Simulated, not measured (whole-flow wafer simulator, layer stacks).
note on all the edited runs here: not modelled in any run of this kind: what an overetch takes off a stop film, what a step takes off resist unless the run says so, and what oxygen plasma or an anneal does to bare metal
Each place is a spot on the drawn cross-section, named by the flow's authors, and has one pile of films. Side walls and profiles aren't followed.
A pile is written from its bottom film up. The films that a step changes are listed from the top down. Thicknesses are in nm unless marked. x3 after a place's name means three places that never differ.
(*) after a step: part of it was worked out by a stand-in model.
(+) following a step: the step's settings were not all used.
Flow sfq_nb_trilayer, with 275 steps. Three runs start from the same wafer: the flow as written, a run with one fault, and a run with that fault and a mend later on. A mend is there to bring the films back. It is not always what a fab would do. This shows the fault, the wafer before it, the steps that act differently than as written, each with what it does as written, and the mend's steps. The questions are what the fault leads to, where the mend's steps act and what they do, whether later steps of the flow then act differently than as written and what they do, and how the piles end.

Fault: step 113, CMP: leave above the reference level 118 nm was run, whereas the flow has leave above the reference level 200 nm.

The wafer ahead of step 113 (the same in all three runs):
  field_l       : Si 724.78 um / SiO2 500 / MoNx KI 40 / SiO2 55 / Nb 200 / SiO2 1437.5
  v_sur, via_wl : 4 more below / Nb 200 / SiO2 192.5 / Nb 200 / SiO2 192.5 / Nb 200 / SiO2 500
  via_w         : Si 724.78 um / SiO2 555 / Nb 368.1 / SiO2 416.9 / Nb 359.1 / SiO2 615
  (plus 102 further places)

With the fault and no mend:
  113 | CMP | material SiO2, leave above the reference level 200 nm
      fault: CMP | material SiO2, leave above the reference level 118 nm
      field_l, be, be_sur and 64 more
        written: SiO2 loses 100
        fault: SiO2 loses 182
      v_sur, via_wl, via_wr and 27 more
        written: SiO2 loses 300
        fault: SiO2 loses 382
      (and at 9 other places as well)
  Steps later in the flow that act otherwise than as written (not shown: 3 more steps that differ only slightly, by at most 2% or 0.5 nm, whichever is larger):
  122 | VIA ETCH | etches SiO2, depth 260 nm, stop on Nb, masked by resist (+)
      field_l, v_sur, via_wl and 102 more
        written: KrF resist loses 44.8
        fault: KrF resist loses 30.5
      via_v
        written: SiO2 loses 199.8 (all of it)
        fault: SiO2 loses 117.8 (all of it)
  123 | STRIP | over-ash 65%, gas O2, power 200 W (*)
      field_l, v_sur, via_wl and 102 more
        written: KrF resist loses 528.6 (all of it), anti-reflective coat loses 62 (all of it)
        fault: KrF resist loses 543 (all of it), anti-reflective coat loses 62 (all of it)
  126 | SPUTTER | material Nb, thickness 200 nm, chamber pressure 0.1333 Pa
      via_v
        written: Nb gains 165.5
        fault: Nb gains 183.7
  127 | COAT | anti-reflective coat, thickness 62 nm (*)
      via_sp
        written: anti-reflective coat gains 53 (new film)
        fault: anti-reflective coat gains 54.8 (new film)
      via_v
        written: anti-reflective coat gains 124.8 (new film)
        fault: anti-reflective coat gains 105.8 (new film)
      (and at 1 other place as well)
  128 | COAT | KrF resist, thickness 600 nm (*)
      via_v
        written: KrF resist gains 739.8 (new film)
        fault: KrF resist gains 672 (new film)
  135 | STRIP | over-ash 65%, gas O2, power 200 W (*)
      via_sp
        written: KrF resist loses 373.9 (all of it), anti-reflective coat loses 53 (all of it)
        fault: KrF resist loses 379.3 (all of it), anti-reflective coat loses 54.8 (all of it)
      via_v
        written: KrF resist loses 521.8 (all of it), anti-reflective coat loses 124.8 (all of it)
        fault: KrF resist loses 454.2 (all of it), anti-reflective coat loses 105.8 (all of it)
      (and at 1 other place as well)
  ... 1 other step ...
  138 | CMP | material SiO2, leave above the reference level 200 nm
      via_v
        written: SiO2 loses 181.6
        fault: SiO2 loses 166.8
  At field_l, v_sur, via_wl and 103 more, the piles at the end differ from the flow's by more than 2% or 0.5 nm, whichever is larger.
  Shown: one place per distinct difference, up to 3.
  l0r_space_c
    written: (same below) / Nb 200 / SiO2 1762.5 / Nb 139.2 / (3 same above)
    fault: (same below) / Nb 200 / SiO2 1680.5 / Nb 139.2 / (3 same above)
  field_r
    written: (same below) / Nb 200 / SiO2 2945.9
    fault: (same below) / Nb 200 / SiO2 2863.9
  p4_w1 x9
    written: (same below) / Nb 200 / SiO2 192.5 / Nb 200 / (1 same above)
    fault: (same below) / Nb 200 / SiO2 110.5 / Nb 200 / (1 same above)

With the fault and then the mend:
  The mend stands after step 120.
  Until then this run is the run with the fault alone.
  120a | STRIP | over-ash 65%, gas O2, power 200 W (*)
      field_l, v_sur, via_wl and 102 more
        KrF resist loses 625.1 (all of it), anti-reflective coat loses 62 (all of it)
      via_v
        anti-reflective coat loses 62 (all of it)
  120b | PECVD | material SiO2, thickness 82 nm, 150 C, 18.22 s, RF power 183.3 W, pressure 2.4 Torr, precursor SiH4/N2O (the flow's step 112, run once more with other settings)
      field_l, v_sur, via_wl and 103 more
        SiO2 gains 82
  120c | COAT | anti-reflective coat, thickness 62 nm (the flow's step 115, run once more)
      field_l, v_sur, via_wl and 103 more
        anti-reflective coat gains 62 (new film)
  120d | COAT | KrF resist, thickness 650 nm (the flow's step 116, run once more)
      field_l, v_sur, via_wl and 103 more
        KrF resist gains 650 (new film)
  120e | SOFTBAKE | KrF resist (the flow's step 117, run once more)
      alters no film at any place that is followed
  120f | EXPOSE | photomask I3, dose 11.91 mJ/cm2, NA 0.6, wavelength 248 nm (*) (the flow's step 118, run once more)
      alters no film at any place that is followed
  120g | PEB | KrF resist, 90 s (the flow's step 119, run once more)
      field_l, v_sur, via_wl and 103 more
        KrF resist loses 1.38
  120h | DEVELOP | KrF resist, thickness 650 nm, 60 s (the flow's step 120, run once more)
      field_l, v_sur, via_wl and 102 more
        KrF resist loses 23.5
      via_v
        KrF resist loses 648.6 (all of it)
  Later steps of the flow that are run all act as written at every place that is followed, up to a difference of at most 2% or 0.5 nm, whichever is larger.
  The piles end the same as the flow's at every place that both follow.
